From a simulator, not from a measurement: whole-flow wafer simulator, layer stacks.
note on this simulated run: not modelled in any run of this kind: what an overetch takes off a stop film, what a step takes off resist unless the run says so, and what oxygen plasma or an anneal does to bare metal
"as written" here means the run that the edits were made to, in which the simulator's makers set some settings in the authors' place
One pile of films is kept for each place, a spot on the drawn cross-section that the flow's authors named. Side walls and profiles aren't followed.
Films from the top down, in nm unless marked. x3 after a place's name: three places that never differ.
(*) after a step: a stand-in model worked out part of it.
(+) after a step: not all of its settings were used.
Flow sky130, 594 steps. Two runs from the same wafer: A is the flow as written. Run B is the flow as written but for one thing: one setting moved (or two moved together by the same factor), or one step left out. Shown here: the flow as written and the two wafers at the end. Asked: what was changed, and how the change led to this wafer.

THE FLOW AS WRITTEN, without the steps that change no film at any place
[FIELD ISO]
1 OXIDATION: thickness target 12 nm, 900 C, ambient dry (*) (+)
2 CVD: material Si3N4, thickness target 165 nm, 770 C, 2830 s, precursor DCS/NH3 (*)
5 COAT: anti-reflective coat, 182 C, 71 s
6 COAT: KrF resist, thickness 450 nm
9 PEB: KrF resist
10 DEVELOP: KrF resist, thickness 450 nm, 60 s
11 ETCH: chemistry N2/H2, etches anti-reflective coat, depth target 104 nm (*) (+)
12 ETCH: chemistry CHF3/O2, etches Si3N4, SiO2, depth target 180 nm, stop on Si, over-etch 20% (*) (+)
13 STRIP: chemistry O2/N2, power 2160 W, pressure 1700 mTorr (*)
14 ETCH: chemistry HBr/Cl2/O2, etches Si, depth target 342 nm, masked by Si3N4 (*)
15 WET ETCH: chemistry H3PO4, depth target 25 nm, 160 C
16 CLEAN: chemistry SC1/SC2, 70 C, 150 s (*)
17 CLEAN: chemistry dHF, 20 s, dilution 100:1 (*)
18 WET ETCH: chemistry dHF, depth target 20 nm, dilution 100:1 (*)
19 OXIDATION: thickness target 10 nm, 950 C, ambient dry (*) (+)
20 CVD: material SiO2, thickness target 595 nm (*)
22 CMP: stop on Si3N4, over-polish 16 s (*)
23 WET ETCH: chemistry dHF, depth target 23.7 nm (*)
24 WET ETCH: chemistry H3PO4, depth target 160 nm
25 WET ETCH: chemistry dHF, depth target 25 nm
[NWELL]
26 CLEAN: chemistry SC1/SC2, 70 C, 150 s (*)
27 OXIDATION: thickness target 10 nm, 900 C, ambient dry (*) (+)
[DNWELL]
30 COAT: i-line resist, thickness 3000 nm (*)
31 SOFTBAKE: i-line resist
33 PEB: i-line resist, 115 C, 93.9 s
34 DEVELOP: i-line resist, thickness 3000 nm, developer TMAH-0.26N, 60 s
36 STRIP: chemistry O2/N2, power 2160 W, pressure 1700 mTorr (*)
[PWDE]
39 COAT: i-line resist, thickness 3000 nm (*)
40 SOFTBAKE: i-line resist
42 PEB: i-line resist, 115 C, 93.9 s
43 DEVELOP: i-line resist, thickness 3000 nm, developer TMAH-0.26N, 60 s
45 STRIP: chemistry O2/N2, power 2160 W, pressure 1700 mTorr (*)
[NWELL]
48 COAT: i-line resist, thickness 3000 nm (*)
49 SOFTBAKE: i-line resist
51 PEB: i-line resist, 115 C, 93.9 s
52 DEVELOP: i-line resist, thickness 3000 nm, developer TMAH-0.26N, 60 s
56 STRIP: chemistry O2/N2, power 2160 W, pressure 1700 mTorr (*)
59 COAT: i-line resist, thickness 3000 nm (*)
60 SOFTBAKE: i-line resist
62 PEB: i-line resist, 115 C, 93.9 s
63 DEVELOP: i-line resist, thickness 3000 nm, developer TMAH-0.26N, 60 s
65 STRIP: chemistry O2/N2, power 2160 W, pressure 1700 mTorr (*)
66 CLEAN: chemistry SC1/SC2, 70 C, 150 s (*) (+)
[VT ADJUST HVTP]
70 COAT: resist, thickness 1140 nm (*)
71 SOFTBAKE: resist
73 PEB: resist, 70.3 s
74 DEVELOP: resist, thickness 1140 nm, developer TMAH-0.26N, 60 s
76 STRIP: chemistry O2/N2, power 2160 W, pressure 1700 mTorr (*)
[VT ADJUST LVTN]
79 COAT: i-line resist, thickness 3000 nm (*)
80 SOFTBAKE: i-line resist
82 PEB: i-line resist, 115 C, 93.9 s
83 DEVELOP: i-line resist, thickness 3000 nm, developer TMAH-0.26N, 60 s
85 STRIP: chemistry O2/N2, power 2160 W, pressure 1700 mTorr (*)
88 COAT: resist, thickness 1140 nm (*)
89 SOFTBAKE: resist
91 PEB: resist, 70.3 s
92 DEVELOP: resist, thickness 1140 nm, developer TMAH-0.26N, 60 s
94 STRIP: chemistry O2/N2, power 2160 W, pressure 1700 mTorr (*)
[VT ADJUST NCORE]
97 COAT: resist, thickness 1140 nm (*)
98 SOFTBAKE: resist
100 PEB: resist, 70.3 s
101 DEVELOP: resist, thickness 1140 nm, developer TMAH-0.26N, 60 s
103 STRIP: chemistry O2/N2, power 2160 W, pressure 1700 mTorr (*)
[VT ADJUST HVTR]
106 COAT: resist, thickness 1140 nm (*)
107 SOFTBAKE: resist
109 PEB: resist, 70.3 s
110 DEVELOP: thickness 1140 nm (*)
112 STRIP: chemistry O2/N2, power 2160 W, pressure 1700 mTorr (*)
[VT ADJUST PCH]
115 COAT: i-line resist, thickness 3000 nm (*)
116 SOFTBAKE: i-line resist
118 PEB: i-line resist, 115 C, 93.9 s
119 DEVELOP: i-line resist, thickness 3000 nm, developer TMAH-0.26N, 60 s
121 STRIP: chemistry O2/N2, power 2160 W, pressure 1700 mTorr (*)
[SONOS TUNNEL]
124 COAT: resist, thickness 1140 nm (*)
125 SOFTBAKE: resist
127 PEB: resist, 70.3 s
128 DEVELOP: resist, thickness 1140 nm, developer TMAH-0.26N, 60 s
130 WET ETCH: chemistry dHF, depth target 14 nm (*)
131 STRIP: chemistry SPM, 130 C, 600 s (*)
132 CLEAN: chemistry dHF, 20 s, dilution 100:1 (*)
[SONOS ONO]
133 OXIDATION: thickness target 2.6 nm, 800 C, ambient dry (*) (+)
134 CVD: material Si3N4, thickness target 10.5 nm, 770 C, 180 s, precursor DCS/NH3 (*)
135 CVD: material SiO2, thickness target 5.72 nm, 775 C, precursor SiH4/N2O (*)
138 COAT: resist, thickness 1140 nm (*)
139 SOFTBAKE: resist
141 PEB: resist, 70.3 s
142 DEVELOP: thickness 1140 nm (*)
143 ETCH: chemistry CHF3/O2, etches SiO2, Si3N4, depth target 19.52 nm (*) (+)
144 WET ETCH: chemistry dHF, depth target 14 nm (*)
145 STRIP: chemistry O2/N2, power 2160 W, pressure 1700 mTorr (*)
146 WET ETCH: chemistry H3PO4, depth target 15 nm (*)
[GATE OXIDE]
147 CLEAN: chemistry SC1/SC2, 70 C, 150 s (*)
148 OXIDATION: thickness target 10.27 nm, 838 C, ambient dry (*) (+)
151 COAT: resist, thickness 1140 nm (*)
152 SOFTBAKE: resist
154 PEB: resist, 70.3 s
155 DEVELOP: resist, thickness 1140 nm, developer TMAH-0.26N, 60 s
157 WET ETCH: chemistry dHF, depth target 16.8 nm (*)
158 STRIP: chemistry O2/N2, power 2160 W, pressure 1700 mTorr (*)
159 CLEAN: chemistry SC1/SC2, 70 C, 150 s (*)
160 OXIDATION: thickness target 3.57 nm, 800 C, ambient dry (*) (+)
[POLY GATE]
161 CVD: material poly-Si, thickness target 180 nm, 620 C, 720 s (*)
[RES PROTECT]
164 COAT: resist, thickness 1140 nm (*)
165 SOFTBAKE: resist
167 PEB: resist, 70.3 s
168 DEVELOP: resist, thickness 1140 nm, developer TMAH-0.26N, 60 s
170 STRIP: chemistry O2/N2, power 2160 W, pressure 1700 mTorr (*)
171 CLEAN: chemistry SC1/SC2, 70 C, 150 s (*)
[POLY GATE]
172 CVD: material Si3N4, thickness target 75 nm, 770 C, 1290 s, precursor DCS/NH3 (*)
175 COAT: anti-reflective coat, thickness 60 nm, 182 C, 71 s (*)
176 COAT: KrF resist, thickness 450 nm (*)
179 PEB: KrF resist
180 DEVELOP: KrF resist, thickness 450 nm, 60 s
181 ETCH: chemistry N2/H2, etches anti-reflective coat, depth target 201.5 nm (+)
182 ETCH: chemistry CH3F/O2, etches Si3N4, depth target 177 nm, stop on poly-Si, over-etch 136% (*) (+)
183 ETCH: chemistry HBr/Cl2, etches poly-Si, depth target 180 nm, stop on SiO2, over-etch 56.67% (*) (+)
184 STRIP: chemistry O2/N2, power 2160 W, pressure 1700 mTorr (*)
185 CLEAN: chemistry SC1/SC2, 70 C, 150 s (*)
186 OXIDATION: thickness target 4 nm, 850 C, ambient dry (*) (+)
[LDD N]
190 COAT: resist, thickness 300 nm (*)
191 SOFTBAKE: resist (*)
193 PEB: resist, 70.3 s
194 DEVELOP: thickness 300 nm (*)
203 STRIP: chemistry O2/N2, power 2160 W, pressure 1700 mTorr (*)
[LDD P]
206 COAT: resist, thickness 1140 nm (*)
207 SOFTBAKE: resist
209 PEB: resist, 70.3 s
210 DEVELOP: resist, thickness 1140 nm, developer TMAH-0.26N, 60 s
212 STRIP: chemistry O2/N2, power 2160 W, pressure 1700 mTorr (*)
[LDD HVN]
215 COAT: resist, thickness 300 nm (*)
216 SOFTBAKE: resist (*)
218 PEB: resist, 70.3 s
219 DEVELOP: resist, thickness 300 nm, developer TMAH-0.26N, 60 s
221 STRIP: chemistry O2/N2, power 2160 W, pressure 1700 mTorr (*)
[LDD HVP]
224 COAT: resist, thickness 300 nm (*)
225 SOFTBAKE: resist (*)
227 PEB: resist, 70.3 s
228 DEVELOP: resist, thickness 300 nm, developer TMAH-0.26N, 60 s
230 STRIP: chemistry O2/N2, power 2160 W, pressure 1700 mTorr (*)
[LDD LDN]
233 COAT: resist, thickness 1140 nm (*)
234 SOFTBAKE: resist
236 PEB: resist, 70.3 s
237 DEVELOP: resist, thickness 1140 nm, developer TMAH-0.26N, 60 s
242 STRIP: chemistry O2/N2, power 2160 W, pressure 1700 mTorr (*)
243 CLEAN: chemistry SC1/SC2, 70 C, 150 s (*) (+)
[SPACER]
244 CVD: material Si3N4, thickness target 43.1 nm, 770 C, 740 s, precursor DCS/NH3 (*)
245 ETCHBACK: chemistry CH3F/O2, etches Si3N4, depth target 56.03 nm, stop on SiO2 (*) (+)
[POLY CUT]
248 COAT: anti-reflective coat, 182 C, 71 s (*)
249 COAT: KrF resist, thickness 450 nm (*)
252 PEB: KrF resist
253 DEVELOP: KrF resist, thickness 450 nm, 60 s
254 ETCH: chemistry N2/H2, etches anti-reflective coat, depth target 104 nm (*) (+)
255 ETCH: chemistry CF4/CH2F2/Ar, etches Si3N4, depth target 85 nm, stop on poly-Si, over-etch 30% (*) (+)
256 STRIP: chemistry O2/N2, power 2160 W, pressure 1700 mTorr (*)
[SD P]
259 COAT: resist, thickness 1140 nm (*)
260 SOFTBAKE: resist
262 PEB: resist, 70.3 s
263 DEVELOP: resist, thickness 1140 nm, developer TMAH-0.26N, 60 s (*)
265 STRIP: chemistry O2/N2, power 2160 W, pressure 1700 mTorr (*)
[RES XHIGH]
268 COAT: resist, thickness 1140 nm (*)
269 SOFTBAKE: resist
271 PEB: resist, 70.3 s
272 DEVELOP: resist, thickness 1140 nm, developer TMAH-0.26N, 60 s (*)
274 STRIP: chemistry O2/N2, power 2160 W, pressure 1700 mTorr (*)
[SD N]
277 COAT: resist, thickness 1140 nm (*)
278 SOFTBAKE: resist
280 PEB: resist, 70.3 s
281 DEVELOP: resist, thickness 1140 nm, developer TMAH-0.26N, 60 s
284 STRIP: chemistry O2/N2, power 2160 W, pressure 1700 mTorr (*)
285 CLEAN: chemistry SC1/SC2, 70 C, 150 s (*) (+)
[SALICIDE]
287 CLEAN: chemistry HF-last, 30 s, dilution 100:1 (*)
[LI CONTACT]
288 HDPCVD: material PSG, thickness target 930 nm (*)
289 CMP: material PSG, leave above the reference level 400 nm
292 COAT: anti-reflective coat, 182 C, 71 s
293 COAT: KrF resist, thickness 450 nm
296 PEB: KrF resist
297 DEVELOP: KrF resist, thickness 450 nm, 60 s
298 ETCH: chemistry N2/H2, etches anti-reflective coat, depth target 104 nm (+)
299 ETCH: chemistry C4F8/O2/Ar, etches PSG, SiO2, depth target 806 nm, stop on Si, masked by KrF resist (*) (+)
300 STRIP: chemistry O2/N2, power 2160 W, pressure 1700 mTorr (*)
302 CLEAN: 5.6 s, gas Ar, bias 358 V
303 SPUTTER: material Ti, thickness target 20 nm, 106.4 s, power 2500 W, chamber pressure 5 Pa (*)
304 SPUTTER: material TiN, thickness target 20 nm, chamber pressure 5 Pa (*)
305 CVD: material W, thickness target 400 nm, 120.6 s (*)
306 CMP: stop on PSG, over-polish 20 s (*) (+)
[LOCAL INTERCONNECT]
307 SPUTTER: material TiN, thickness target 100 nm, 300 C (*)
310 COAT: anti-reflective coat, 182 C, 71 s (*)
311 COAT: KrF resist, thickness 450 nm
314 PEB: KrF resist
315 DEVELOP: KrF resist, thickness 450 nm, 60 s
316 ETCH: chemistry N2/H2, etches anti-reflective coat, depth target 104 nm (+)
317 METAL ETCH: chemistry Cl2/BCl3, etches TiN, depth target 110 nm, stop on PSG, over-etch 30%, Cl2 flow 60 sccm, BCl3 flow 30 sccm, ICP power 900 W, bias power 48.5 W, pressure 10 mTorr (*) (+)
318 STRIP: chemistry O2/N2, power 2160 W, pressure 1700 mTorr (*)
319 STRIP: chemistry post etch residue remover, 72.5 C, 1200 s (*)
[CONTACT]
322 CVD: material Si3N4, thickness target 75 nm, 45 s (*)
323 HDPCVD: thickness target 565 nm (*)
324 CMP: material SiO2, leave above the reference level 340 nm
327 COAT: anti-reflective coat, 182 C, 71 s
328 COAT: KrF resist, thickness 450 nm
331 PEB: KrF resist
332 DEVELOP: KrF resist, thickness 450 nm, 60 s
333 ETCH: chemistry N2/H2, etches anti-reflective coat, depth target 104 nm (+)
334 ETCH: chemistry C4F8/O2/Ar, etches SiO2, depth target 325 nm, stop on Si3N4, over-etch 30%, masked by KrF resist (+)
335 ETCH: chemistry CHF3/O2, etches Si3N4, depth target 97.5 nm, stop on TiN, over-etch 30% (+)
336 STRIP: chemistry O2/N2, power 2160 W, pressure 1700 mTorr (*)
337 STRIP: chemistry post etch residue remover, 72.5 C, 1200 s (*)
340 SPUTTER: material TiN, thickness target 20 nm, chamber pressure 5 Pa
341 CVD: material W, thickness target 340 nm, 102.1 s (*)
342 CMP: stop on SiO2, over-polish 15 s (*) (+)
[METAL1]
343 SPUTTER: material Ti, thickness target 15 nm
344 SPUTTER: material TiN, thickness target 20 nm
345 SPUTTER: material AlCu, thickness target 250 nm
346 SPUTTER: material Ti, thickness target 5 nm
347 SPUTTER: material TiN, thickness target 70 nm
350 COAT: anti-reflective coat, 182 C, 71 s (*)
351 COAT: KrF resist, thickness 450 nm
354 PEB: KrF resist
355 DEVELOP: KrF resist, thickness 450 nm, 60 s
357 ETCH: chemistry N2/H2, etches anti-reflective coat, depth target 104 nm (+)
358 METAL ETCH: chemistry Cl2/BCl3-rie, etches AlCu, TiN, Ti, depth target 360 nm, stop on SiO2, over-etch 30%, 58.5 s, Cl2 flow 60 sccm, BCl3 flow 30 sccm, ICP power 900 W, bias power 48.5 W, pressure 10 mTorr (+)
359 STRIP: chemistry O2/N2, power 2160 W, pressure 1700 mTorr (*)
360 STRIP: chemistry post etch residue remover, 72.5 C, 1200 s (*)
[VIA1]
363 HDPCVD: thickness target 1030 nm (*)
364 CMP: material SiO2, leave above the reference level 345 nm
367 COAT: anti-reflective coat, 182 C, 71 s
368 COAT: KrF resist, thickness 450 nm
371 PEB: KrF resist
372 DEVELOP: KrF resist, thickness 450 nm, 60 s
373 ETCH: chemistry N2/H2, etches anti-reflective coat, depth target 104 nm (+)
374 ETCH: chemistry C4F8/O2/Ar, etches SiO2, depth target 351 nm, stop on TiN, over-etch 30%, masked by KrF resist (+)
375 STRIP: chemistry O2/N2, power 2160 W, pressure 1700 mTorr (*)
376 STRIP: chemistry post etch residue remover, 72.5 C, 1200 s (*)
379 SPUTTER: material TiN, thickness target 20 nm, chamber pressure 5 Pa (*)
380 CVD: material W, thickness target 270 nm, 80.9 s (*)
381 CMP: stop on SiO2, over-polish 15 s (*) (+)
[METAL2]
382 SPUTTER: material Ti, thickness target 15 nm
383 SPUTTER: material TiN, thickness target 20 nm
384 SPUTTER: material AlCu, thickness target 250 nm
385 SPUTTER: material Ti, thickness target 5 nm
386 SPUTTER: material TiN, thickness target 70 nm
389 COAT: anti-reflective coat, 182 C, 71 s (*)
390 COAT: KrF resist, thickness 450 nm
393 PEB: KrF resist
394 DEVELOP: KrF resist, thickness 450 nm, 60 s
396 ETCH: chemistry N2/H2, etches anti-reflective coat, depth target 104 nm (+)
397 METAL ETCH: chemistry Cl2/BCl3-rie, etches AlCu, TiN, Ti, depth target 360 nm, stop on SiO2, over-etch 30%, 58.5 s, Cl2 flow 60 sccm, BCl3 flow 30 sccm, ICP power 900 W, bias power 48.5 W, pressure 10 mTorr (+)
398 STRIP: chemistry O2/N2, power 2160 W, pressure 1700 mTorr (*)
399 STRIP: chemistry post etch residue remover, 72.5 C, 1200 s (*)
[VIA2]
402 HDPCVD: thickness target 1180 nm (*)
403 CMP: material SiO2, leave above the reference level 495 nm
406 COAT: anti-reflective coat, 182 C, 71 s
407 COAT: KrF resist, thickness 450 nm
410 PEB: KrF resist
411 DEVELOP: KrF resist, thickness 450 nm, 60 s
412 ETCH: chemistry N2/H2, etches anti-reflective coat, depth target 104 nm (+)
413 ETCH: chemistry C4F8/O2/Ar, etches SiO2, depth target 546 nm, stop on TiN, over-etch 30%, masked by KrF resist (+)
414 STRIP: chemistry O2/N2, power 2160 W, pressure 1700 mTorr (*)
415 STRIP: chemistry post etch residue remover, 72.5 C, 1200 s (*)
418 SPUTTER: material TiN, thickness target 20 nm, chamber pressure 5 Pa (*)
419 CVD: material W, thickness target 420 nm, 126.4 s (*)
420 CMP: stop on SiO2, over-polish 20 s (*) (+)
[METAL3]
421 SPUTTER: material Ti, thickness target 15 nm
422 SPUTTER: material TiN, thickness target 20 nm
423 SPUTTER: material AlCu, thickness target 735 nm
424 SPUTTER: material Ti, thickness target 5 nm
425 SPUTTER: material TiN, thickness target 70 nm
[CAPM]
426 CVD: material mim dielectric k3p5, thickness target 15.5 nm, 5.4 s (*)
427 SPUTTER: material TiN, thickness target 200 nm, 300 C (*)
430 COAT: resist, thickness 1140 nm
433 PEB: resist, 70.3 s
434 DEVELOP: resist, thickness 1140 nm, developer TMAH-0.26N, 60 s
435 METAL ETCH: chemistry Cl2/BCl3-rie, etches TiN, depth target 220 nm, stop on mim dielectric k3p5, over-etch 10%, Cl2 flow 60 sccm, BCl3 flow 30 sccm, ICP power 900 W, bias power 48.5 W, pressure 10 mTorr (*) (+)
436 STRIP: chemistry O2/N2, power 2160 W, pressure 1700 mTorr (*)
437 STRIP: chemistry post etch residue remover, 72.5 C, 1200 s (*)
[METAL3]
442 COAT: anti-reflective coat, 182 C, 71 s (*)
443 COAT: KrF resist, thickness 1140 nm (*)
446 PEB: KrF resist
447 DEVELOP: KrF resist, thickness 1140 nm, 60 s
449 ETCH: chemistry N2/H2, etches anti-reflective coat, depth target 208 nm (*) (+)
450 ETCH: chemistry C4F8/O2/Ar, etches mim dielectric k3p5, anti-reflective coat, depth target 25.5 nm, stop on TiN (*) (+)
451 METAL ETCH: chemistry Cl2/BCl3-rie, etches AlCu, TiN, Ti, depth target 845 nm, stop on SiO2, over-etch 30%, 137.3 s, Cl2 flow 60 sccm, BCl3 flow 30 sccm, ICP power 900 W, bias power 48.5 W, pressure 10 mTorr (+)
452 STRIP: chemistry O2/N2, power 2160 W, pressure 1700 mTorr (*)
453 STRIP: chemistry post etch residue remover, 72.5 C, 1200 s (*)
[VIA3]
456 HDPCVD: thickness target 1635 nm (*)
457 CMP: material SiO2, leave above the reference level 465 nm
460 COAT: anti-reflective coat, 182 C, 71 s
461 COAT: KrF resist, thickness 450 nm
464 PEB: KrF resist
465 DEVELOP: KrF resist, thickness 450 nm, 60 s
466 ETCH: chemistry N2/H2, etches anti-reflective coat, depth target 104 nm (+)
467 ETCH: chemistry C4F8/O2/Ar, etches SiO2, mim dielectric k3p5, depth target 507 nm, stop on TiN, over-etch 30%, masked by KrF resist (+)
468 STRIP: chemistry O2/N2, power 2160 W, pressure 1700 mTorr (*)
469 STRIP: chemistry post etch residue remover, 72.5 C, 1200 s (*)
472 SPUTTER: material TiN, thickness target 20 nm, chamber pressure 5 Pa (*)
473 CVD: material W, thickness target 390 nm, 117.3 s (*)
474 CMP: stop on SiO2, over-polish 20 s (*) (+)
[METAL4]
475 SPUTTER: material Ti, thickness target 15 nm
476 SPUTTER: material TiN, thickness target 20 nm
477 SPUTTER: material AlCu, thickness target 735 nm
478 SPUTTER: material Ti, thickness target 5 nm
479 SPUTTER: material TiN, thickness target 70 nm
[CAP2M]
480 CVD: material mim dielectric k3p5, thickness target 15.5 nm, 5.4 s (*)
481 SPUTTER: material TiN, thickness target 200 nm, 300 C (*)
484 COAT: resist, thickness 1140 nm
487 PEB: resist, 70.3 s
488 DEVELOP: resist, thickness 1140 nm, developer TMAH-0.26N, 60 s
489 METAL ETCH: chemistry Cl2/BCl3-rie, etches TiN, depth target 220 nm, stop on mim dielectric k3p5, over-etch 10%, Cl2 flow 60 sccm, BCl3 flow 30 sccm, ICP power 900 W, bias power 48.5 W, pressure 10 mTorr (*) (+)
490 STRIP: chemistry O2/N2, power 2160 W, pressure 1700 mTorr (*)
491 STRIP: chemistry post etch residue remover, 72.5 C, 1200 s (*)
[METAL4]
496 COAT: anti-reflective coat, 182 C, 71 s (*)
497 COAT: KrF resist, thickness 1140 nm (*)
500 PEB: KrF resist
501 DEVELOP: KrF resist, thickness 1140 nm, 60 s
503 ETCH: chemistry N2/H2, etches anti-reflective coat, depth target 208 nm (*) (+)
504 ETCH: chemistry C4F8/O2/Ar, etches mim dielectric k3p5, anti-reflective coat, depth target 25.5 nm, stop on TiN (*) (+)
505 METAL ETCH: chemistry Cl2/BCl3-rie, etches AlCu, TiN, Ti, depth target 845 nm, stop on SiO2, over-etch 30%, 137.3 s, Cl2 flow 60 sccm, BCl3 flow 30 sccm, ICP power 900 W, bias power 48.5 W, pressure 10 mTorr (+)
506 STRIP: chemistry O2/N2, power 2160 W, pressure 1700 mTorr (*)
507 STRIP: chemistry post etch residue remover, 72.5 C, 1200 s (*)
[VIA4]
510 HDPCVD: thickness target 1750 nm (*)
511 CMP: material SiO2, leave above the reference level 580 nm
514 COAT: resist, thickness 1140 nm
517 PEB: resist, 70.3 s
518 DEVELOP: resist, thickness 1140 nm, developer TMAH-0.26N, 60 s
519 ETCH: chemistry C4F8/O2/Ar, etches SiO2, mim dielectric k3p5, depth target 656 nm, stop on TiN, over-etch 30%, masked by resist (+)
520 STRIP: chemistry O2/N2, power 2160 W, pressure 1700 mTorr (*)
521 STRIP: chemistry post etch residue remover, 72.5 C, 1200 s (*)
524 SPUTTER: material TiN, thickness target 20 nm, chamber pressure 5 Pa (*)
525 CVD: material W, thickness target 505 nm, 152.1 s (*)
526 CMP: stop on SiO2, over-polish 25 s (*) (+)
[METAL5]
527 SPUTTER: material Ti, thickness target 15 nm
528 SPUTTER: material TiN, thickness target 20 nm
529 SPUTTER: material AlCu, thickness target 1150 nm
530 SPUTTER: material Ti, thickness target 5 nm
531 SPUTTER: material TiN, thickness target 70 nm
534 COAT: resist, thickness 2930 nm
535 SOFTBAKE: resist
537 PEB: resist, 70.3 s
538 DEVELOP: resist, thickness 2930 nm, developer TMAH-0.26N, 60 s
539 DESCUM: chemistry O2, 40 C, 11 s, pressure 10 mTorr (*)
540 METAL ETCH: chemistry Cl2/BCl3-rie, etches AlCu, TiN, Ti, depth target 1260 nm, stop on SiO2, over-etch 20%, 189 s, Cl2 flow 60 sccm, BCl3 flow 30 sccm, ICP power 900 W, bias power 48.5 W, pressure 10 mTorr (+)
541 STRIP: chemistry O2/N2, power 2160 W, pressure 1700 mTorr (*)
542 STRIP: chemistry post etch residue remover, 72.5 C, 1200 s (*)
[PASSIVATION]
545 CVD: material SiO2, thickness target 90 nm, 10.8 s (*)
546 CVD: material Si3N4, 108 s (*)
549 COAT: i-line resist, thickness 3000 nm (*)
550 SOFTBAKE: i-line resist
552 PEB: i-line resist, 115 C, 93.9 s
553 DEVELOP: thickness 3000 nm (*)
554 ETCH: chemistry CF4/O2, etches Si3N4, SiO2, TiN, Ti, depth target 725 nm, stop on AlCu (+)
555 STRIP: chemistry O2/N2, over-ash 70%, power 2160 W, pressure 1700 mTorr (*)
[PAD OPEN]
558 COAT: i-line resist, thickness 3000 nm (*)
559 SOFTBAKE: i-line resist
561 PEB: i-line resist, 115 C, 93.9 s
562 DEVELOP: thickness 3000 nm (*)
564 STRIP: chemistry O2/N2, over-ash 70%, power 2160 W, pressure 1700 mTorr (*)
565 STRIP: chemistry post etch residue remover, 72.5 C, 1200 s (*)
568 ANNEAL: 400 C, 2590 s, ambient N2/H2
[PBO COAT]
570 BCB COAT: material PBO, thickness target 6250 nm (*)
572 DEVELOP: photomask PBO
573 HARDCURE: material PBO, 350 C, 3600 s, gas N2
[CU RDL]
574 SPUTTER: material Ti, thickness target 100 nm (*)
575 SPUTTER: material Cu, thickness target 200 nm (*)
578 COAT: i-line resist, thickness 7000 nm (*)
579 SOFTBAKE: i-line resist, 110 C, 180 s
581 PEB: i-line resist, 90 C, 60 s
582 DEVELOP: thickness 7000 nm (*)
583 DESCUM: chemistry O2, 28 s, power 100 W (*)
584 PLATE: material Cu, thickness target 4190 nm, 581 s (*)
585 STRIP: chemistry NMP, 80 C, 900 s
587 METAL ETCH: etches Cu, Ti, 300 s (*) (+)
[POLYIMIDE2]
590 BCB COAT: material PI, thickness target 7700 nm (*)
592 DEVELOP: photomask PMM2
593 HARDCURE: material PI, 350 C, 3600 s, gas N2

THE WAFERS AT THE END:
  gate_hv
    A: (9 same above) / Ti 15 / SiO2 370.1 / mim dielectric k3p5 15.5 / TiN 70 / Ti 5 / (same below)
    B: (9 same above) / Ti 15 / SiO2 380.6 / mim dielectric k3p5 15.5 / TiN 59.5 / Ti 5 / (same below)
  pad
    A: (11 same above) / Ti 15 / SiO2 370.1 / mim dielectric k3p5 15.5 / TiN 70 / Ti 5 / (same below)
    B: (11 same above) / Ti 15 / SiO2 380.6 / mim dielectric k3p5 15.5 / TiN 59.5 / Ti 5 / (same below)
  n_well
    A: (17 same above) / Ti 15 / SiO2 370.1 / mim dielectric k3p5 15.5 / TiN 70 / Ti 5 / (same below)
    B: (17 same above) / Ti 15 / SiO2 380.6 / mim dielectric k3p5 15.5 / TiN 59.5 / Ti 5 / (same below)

The cause: step 425, SPUTTER: thickness target 59.5 nm was run, where the flow has thickness target 70 nm.
It can be read off the wafer: gate_hv has TiN 59.5, and step 425 as written asks for 70 nm.

How the change led to this, step by step:
  425 SPUTTER: material TiN, thickness target 70 nm
      field, active, n_well and 188 more: A TiN +70 (new film) | B TiN +59.5 (new film)
  451 METAL ETCH: chemistry Cl2/BCl3-rie, etches AlCu, TiN, Ti, depth target 845 nm, stop on SiO2, over-etch 30%, 137.3 s, Cl2 flow 60 sccm, BCl3 flow 30 sccm, ICP power 900 W, bias power 48.5 W, pressure 10 mTorr (+)
      field, gate, spacer and 68 more: A TiN -70 (all of it), Ti -5 (all of it), AlCu -735 (all of it), TiN -20 (all of it), Ti -15 (all of it), SiO2 -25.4 | B TiN -59.5 (all of it), Ti -5 (all of it), AlCu -735 (all of it), TiN -20 (all of it), Ti -15 (all of it), SiO2 -26.4
      active, vpp_ln, vpp_iso2 and 11 more: A TiN -70 (all of it), Ti -5 (all of it), AlCu -735 (all of it), TiN -20 (all of it), Ti -15 (all of it), SiO2 -25.3 | B TiN -59.5 (all of it), Ti -5 (all of it), AlCu -735 (all of it), TiN -20 (all of it), Ti -15 (all of it), SiO2 -26.4
  467 ETCH: chemistry C4F8/O2/Ar, etches SiO2, mim dielectric k3p5, depth target 507 nm, stop on TiN, over-etch 30%, masked by KrF resist (+)
      m1: A SiO2 -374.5 (all of it), mim dielectric k3p5 -15.5 (all of it) | B SiO2 -385 (all of it), mim dielectric k3p5 -15.5 (all of it)
      via3_hole: A SiO2 -373.9 (all of it), mim dielectric k3p5 -15.5 (all of it) | B SiO2 -384.4 (all of it), mim dielectric k3p5 -15.5 (all of it)
